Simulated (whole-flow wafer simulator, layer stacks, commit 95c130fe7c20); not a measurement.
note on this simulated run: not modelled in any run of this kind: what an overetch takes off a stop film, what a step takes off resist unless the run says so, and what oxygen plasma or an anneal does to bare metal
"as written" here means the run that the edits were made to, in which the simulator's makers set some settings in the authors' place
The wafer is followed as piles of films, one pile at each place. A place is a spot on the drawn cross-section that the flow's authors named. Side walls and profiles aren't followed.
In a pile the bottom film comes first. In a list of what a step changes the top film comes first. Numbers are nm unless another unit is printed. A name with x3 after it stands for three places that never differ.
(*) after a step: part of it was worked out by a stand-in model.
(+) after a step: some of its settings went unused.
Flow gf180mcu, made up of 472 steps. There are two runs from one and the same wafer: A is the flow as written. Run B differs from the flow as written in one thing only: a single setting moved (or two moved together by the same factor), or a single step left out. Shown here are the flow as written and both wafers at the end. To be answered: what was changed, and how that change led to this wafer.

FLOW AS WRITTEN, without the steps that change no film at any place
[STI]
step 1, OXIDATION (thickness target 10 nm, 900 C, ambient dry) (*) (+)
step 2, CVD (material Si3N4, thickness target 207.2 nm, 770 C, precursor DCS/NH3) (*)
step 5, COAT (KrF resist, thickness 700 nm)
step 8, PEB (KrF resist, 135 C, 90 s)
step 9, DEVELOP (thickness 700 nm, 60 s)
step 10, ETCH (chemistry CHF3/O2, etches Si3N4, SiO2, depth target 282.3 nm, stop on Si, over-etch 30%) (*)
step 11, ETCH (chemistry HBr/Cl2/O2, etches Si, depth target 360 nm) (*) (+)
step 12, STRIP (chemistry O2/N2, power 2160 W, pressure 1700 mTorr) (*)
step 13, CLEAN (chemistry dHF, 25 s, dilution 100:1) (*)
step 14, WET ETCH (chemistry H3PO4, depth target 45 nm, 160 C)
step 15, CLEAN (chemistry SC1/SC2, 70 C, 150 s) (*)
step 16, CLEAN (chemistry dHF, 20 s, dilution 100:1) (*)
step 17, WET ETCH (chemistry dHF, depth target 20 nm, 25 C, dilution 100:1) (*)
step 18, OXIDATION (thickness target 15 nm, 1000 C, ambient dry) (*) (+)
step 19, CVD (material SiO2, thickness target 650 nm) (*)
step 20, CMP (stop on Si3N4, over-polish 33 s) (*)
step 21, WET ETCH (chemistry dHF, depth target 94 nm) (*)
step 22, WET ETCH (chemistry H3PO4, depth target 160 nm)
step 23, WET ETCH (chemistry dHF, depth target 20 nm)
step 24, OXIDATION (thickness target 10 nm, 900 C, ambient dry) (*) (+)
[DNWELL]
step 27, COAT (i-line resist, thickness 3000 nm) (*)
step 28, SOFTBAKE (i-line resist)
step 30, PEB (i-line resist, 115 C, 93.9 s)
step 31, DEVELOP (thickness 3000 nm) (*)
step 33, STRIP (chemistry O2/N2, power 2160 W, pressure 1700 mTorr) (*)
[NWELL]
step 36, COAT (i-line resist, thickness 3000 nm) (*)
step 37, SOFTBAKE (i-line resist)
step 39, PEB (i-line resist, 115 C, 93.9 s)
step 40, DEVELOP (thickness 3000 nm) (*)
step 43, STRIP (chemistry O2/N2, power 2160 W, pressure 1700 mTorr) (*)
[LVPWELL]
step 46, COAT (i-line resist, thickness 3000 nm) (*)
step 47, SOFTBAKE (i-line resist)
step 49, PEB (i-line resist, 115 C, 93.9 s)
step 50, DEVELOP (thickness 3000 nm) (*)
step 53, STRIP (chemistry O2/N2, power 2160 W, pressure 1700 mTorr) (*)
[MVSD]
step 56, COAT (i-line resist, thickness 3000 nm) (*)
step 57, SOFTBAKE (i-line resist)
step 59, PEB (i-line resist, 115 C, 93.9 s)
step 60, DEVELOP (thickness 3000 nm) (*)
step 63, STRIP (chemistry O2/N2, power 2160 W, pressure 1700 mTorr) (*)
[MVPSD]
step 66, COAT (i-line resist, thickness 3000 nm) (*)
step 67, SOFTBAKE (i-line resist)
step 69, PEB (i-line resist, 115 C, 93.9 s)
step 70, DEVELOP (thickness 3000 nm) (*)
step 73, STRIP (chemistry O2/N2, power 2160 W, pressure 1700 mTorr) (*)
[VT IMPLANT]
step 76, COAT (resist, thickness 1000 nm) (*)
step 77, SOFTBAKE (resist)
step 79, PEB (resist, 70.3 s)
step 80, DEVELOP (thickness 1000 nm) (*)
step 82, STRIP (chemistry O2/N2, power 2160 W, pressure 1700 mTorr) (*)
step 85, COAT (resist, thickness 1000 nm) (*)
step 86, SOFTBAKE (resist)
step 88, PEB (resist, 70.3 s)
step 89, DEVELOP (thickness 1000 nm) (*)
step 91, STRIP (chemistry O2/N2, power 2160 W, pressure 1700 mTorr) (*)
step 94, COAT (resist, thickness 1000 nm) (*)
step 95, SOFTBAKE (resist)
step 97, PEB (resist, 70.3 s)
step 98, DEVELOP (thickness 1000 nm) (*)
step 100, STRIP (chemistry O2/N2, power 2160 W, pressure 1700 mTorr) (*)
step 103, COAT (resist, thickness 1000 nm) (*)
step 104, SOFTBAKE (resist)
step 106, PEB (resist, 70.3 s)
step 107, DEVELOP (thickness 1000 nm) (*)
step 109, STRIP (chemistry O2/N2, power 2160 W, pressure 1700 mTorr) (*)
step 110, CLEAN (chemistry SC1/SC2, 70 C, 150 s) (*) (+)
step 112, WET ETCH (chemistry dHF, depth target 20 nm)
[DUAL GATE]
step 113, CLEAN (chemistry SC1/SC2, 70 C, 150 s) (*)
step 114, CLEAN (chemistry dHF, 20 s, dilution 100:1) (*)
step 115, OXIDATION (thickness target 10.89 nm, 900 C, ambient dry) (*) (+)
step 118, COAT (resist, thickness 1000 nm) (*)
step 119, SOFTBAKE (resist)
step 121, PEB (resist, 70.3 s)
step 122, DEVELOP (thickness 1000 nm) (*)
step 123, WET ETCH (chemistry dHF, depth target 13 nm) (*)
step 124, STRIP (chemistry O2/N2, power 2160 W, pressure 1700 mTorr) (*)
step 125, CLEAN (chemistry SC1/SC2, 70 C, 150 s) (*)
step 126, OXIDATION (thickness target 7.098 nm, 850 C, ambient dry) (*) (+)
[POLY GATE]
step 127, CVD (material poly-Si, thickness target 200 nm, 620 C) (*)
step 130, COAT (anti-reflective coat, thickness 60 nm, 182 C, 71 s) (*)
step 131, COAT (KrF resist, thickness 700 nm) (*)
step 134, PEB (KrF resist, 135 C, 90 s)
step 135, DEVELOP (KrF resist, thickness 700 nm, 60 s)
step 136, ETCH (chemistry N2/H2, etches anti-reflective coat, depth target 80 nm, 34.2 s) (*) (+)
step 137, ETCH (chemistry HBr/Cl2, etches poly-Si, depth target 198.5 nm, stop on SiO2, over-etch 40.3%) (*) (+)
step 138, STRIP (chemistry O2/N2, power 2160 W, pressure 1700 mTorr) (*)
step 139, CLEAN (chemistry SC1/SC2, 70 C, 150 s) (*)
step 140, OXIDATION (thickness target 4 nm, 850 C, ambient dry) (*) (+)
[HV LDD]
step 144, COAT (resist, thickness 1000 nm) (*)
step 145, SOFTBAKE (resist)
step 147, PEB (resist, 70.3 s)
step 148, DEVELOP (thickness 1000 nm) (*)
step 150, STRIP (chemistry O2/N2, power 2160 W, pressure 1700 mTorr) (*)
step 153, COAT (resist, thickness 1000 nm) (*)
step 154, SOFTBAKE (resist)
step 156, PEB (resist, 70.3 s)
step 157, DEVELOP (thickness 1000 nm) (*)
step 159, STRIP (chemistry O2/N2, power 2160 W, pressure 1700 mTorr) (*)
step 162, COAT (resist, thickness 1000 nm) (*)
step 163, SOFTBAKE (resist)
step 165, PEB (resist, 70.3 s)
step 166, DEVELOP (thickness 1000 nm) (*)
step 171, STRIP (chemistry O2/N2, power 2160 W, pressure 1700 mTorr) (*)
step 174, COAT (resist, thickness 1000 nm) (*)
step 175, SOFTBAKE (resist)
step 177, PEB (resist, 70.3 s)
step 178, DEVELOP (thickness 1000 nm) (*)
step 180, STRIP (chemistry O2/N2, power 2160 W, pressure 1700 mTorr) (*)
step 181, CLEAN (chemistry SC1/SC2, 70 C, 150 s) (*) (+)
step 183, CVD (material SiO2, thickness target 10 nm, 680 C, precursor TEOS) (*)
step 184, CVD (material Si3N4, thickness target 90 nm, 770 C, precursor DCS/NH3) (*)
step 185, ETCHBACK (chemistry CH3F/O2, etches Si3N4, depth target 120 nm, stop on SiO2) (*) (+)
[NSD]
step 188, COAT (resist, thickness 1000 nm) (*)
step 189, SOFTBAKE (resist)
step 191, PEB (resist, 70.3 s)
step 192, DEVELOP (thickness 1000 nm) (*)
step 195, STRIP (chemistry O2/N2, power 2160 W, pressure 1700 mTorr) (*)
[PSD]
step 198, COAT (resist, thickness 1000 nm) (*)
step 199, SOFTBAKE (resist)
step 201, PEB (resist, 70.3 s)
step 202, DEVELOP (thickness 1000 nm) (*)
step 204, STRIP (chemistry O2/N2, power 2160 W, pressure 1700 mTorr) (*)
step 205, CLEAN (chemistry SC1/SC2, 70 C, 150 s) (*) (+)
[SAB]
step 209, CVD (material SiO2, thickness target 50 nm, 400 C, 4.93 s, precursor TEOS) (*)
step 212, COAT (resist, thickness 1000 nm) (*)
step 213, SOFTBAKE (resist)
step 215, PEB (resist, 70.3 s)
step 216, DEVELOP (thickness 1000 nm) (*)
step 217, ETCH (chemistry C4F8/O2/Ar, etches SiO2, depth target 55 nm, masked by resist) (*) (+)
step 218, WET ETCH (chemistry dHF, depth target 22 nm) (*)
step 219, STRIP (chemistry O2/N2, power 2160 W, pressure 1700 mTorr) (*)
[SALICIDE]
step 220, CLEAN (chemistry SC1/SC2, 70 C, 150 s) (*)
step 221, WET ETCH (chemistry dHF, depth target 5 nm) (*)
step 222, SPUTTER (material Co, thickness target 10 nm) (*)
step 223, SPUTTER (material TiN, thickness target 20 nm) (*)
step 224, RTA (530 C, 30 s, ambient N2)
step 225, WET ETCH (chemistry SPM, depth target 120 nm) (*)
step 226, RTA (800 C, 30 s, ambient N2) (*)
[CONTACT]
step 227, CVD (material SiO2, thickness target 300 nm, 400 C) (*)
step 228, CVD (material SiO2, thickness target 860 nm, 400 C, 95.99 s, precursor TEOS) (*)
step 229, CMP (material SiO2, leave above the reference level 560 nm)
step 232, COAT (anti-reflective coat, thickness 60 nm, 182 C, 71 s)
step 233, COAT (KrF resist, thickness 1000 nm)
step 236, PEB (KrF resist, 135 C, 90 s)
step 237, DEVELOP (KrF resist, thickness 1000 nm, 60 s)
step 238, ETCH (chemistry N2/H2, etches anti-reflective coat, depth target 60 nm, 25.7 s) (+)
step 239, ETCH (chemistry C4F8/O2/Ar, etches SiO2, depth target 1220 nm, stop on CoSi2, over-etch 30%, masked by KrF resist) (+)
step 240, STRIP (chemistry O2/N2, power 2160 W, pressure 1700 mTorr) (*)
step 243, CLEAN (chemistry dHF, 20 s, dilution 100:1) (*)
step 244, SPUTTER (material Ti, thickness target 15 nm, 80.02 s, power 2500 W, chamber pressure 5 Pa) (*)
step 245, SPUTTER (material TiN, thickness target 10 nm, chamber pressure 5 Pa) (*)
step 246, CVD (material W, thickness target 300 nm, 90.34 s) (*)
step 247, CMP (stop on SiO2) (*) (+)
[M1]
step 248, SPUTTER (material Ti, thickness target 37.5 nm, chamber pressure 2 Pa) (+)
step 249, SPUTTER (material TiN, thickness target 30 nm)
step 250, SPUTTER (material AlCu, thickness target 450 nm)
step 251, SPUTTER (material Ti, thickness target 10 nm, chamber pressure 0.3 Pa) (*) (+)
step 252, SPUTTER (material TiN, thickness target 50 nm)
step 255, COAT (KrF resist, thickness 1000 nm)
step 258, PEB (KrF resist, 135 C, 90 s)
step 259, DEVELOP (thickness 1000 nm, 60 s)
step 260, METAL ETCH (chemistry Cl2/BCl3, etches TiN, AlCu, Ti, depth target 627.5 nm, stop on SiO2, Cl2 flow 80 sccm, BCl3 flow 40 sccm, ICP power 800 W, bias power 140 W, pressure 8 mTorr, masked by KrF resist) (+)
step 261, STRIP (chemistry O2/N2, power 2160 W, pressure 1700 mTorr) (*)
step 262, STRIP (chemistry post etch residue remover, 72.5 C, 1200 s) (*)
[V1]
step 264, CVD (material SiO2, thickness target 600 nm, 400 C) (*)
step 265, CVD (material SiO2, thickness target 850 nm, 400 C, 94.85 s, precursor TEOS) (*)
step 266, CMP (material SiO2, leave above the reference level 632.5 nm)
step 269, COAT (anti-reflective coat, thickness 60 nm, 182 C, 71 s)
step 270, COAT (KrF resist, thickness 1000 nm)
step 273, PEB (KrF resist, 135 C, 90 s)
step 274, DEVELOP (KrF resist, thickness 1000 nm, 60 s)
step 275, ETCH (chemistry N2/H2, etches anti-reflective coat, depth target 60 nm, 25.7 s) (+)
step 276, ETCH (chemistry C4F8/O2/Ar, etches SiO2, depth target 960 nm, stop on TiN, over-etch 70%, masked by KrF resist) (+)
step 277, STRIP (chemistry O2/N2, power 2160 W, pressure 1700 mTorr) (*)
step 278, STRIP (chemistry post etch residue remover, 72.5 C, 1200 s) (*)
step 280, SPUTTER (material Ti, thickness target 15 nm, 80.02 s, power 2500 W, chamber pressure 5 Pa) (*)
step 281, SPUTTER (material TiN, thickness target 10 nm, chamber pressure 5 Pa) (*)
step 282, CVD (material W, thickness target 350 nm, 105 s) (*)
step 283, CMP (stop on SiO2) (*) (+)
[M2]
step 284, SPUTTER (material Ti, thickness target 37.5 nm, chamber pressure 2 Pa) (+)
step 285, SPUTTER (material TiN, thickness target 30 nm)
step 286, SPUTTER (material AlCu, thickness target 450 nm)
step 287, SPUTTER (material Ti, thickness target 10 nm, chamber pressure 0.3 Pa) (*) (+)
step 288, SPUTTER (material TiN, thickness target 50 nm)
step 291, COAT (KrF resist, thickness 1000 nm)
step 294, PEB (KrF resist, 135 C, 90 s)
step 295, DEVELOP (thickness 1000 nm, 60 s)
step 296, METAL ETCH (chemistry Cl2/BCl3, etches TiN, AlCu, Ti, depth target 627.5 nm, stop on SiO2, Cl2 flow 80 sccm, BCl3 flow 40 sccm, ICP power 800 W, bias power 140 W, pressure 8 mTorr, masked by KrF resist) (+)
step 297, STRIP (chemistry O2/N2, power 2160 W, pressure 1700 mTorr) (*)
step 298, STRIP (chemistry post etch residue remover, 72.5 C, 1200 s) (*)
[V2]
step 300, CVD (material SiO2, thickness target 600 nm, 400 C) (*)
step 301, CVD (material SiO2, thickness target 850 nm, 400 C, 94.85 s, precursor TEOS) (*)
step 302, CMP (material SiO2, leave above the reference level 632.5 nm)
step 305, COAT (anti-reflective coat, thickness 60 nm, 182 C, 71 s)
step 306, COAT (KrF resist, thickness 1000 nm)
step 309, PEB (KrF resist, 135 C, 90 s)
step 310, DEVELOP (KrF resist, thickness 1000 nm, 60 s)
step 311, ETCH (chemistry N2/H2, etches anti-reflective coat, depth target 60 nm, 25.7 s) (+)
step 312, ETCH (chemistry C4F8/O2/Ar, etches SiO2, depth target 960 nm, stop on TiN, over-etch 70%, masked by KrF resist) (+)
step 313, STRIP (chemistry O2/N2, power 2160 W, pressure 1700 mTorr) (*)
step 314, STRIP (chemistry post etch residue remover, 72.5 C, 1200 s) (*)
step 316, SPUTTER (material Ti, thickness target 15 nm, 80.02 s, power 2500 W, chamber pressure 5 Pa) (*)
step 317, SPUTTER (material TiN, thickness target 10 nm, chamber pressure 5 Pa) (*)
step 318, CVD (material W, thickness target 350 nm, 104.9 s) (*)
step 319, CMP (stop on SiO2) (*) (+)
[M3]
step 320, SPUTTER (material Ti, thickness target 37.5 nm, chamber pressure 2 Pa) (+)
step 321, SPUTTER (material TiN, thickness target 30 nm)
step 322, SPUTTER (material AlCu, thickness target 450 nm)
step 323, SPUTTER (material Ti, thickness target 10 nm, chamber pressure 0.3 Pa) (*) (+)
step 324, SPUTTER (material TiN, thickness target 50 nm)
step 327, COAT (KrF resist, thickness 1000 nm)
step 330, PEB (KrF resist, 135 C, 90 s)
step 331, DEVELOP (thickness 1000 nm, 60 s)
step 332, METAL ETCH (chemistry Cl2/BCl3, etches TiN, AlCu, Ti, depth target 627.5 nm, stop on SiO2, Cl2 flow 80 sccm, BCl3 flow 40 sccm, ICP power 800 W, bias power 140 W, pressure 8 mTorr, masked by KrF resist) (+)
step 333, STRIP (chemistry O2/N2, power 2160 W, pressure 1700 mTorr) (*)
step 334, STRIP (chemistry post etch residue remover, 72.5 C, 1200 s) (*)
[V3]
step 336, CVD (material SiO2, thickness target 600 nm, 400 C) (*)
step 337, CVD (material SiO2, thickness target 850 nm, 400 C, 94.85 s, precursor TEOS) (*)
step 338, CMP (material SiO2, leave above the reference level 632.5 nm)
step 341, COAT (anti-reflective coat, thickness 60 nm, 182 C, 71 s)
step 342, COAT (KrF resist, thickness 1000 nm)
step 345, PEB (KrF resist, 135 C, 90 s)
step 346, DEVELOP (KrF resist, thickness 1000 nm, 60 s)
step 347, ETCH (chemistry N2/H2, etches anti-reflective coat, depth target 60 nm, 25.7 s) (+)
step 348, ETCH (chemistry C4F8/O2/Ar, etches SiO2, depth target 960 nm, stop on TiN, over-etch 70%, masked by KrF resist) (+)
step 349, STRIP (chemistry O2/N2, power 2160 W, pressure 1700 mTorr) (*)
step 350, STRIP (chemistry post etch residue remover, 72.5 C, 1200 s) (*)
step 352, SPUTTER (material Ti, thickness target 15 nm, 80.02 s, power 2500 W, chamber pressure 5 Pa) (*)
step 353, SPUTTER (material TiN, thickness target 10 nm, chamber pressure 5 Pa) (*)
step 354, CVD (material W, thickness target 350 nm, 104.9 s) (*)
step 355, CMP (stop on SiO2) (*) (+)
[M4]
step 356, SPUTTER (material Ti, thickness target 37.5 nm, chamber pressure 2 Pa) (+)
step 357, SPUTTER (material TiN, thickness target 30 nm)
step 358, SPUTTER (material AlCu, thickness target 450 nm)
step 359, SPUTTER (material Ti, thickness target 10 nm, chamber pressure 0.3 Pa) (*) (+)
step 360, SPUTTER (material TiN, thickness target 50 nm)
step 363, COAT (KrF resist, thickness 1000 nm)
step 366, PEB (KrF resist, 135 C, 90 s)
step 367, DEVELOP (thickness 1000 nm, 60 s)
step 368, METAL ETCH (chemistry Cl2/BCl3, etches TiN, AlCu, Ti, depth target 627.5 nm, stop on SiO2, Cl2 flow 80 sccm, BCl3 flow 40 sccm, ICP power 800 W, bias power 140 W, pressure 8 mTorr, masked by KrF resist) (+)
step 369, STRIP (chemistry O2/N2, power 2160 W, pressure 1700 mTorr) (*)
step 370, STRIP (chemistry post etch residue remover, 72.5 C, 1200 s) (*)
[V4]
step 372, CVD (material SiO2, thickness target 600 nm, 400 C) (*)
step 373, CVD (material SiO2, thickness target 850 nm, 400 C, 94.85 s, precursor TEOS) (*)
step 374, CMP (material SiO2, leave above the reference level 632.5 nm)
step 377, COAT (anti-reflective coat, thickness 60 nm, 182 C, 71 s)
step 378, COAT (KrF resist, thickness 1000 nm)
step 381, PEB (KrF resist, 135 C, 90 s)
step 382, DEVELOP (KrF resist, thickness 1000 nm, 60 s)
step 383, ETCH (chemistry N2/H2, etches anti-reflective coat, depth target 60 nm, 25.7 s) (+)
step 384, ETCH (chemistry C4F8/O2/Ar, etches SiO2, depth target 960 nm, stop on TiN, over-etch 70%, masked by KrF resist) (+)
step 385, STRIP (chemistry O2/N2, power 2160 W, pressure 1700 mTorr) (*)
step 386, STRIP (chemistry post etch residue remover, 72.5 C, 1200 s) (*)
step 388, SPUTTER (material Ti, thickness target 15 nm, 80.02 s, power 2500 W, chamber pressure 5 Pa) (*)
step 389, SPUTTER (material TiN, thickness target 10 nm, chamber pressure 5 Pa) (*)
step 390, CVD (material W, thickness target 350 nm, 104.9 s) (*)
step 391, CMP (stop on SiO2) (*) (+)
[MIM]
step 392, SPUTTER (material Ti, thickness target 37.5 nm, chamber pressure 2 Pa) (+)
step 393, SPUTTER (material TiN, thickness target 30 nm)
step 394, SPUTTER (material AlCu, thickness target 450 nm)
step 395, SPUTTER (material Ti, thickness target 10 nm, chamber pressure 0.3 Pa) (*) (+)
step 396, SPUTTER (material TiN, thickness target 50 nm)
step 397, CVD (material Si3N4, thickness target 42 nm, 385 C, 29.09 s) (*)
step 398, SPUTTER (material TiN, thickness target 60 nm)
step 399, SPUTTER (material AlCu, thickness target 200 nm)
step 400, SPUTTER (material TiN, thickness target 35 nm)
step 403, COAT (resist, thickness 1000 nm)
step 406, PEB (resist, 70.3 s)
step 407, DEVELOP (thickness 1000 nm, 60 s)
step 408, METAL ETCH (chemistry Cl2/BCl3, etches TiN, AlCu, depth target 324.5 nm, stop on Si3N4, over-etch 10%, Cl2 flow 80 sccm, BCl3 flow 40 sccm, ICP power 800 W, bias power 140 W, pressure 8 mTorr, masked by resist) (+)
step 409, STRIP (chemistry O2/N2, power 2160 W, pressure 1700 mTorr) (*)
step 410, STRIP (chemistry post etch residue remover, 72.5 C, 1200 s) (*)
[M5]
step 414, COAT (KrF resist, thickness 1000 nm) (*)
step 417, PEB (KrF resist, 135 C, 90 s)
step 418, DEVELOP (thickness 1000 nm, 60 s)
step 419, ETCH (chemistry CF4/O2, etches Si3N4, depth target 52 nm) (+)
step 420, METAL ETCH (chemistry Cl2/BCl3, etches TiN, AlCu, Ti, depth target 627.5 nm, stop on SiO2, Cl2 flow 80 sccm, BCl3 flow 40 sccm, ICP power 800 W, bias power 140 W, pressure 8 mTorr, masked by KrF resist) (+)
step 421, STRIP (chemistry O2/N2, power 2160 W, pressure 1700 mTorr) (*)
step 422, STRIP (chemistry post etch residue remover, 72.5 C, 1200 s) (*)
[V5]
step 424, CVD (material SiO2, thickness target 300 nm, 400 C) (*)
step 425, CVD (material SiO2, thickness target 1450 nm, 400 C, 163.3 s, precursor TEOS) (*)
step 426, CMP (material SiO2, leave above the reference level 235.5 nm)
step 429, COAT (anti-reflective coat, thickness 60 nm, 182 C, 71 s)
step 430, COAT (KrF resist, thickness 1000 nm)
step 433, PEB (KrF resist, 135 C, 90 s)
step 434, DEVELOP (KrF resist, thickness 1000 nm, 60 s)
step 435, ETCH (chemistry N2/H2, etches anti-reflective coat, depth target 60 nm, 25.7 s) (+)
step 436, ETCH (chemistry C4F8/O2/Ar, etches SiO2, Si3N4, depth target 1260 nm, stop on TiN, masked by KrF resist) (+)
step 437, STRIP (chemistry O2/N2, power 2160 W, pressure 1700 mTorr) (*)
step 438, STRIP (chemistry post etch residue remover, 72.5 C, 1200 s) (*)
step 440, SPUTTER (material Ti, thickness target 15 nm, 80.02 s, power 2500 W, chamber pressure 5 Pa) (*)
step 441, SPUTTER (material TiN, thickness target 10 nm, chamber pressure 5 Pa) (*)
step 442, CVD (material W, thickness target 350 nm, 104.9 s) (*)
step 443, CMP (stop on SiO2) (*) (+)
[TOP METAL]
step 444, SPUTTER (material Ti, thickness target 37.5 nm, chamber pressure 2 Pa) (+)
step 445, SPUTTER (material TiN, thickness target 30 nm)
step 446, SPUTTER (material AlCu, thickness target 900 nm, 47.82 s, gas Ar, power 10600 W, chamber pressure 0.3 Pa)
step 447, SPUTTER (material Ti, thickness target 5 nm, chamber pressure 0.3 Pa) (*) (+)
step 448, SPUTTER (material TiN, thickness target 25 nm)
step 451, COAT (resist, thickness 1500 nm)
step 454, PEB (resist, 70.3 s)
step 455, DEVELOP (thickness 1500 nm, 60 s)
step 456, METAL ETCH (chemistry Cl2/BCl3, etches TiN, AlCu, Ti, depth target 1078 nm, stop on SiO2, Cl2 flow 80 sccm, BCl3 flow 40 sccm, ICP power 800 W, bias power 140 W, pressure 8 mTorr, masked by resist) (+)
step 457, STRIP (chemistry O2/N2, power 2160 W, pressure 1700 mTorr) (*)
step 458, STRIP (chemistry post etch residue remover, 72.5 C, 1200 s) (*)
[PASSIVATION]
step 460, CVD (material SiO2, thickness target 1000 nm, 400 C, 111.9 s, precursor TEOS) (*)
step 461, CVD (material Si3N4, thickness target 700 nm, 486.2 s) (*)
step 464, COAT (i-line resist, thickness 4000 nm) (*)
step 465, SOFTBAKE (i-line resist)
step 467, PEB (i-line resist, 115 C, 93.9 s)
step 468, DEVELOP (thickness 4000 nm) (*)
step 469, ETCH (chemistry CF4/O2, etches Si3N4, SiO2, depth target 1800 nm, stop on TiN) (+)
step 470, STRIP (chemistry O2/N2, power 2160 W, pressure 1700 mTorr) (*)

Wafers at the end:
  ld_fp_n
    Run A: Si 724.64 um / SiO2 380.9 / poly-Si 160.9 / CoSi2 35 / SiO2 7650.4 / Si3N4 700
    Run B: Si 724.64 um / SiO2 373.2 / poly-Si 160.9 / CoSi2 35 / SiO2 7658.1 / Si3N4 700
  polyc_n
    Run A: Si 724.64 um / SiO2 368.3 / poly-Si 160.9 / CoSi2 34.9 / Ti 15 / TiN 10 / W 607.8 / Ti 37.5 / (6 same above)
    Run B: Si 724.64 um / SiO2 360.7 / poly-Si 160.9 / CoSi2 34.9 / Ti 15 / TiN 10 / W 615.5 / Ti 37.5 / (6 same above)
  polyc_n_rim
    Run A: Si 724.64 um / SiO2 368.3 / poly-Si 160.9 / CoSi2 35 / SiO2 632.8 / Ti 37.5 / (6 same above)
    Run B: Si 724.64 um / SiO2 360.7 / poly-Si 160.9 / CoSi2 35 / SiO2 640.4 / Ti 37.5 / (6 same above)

Cause: step 112, WET ETCH: depth target 27 nm was run, whereas the flow has depth target 20 nm.

The path from the change to this, step by step:
  step 112, WET ETCH (chemistry dHF, depth target 20 nm)
      field, field__w2, field__w3 and 43 more: A SiO2 loses 22 | B SiO2 loses 29.7
  step 130, COAT (anti-reflective coat, thickness 60 nm, 182 C, 71 s) (*)
      p_well, spacer, sd_n: A anti-reflective coat gains 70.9 (new film) | B anti-reflective coat gains 63.5 (new film)
      ldn_ch, ldp_ch: A anti-reflective coat gains 66.7 (new film) | B anti-reflective coat gains 64 (new film)
      (as well as at 66 more places)
  step 136, ETCH (chemistry N2/H2, etches anti-reflective coat, depth target 80 nm, 34.2 s) (*) (+)
      p_well, spacer, sd_n: A anti-reflective coat loses 70.9 (all of it), poly-Si loses 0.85 | B anti-reflective coat loses 63.5 (all of it), poly-Si loses 1.04
      field__w1: A anti-reflective coat loses 50.8 (all of it), poly-Si loses 1.37 | B anti-reflective coat loses 53.9 (all of it), poly-Si loses 1.28
      (as well as at 47 more places)
  step 138, STRIP (chemistry O2/N2, power 2160 W, pressure 1700 mTorr) (*)
      gate: A chemical SiO2 gains 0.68 (new film), KrF resist loses 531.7 (all of it), anti-reflective coat loses 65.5 (all of it), poly-Si loses 0.3 | B chemical SiO2 gains 0.69 (new film), KrF resist loses 531 (all of it), anti-reflective coat loses 62.1 (all of it), poly-Si loses 0.3
      gate_p: A chemical SiO2 gains 0.68 (new film), KrF resist loses 530.6 (all of it), anti-reflective coat loses 65.9 (all of it), poly-Si loses 0.3 | B chemical SiO2 gains 0.69 (new film), KrF resist loses 530.4 (all of it), anti-reflective coat loses 62.4 (all of it), poly-Si loses 0.3
      (as well as at 18 more places)
  step 189, SOFTBAKE (resist)
      active_hv: A resist gains 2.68 | B resist loses 0.59
      nw_enc_fld_lv__w3: A resist gains 2.11 | B resist loses 1.67
  step 199, SOFTBAKE (resist)
      active_hv: A resist gains 2.68 | B resist loses 0.59
      nw_enc_fld_lv__w3: A resist gains 2.11 | B resist loses 1.67
  step 218, WET ETCH (chemistry dHF, depth target 22 nm) (*)
      sd_p_hv: A SiO2 loses 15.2 (all of it) | B SiO2 loses 16 (all of it)
  step 223, SPUTTER (material TiN, thickness target 20 nm) (*)
      field__w12: A TiN gains 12 (new film) | B TiN gains 12.7 (new film)
  step 225, WET ETCH (chemistry SPM, depth target 120 nm) (*)
      field__w12: A TiN loses 12 (all of it), Co loses 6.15 (all of it) | B TiN loses 12.7 (all of it), Co loses 6.17 (all of it)
  step 229, CMP (material SiO2, leave above the reference level 560 nm)
      ldn_sep__w1, ldn_sep__w2, ldn_dft and 8 more: A SiO2 loses 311 | B SiO2 loses 303.3
      sti, mim_1p0, pad, dice_street, iso_fld_sub: A SiO2 loses 296.8 | B SiO2 loses 289.2
      (as well as at 39 more places)
